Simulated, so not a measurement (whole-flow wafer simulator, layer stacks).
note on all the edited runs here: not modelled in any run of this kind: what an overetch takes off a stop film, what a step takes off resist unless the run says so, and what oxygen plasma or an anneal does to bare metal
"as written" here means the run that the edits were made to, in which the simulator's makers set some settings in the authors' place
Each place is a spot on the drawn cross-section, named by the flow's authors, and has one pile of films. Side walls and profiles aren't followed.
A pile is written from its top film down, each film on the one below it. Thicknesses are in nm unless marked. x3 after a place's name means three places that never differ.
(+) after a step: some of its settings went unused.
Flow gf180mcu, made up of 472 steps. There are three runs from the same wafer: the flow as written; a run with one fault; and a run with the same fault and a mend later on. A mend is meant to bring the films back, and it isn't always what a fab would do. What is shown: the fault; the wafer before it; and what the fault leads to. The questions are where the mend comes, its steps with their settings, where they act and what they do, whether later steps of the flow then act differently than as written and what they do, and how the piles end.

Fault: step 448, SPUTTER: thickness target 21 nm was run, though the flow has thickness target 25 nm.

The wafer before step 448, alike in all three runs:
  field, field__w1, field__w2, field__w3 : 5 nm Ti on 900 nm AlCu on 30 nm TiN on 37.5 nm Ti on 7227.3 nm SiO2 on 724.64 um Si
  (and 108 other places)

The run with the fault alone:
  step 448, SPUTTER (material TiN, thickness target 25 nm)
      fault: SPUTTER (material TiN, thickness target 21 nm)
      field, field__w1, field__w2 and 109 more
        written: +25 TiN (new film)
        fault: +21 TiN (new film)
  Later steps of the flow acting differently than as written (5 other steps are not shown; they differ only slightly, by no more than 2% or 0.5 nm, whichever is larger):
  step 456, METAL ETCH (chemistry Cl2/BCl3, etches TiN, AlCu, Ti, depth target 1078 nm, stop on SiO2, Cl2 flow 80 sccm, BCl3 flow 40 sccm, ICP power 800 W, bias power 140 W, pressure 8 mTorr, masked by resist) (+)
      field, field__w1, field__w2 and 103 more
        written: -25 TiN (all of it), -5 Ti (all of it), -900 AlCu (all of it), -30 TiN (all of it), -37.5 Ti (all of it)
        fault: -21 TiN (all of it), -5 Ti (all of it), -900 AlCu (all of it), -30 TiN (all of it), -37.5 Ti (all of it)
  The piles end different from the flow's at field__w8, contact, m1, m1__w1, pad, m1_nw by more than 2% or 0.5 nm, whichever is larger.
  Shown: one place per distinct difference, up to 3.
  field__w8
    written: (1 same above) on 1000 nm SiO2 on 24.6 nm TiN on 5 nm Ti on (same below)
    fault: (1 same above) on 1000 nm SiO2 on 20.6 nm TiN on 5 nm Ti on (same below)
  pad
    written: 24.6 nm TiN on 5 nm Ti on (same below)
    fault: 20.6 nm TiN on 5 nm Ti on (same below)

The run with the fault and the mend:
  The mend follows step 448.
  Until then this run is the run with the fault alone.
  step 448a, SPUTTER (material TiN, thickness target 4 nm) (the flow's step 448 again, with other settings)
      field, field__w1, field__w2 and 109 more
        +4 TiN
  Later steps of the flow that are run all act as written at every place that is followed.
  At every place that both follow, the piles at the end match the flow's.
